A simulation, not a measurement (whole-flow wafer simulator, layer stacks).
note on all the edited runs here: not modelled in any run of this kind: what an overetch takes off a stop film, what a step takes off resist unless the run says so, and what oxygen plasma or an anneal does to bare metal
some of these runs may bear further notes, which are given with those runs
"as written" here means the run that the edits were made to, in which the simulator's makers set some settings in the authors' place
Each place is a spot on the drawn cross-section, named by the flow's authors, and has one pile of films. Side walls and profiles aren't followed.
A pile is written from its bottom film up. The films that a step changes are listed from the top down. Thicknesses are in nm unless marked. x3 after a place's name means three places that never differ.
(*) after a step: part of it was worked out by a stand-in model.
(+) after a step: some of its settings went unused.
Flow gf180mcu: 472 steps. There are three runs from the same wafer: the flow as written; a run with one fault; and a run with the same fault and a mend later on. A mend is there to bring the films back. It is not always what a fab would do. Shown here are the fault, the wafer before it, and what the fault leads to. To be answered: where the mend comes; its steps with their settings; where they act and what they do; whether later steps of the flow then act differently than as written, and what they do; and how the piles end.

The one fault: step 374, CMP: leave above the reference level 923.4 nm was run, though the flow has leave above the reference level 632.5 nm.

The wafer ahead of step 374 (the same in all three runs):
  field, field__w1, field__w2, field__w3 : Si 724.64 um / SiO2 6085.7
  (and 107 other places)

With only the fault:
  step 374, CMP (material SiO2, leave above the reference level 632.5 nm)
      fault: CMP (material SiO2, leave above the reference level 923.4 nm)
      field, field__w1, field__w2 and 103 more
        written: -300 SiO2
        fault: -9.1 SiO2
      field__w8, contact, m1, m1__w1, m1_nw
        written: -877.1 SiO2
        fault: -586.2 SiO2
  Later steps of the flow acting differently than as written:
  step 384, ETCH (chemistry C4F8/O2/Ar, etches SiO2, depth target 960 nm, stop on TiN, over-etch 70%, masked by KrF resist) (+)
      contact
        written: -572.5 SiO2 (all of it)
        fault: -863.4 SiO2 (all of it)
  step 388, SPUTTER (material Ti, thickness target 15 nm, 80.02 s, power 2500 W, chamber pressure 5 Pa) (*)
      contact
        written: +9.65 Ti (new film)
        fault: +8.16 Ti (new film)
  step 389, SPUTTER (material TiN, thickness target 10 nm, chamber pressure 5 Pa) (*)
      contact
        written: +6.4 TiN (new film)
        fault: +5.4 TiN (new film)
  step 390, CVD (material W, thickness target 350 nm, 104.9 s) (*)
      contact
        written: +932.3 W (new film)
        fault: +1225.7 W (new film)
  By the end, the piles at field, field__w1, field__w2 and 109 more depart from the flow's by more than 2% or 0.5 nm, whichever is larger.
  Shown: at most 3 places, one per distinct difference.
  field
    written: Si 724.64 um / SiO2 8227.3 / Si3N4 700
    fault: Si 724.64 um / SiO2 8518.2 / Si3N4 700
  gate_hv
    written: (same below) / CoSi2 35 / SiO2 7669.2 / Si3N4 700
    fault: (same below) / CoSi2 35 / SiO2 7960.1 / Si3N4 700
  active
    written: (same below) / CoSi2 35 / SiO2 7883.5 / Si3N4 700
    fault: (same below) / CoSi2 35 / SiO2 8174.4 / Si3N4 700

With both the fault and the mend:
  The mend follows step 382.
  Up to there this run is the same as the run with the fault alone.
  step 382a, STRIP (chemistry O2/N2, power 2160 W, pressure 1700 mTorr) (*)
      field, field__w1, field__w2 and 107 more
        -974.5 KrF resist (all of it), -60 anti-reflective coat (all of it)
      contact
        -60 anti-reflective coat (all of it)
  step 382b, CMP (material SiO2, leave above the reference level 632.5 nm) (the flow's step 374 again)
      field, field__w1, field__w2 and 108 more
        -290.9 SiO2
  step 382c, HMDS (120 C, 60 s) (the flow's step 376 again)
      leaves every film unchanged at each place that is followed
  step 382d, COAT (anti-reflective coat, thickness 60 nm, 182 C, 71 s) (the flow's step 377 again)
      field, field__w1, field__w2 and 108 more
        +60 anti-reflective coat (new film)
  step 382e, COAT (KrF resist, thickness 1000 nm) (the flow's step 378 again)
      field, field__w1, field__w2 and 108 more
        +1000 KrF resist (new film)
  step 382f, SOFTBAKE (KrF resist) (the flow's step 379 again)
      leaves every film unchanged at each place that is followed
  step 382g, EXPOSE (photomask Via4) (the flow's step 380 again)
      leaves every film unchanged at each place that is followed
  step 382h, PEB (KrF resist, 135 C, 90 s) (the flow's step 381 again)
      field, field__w1, field__w2 and 108 more
        -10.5 KrF resist
  step 382i, DEVELOP (KrF resist, thickness 1000 nm, 60 s) (the flow's step 382 again)
      field, field__w1, field__w2 and 107 more
        -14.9 KrF resist
      contact
        -989.5 KrF resist (all of it)
  None of the later steps of the flow acts differently than as written at any place that is followed.
  At every place that both follow, the piles at the end match the flow's.
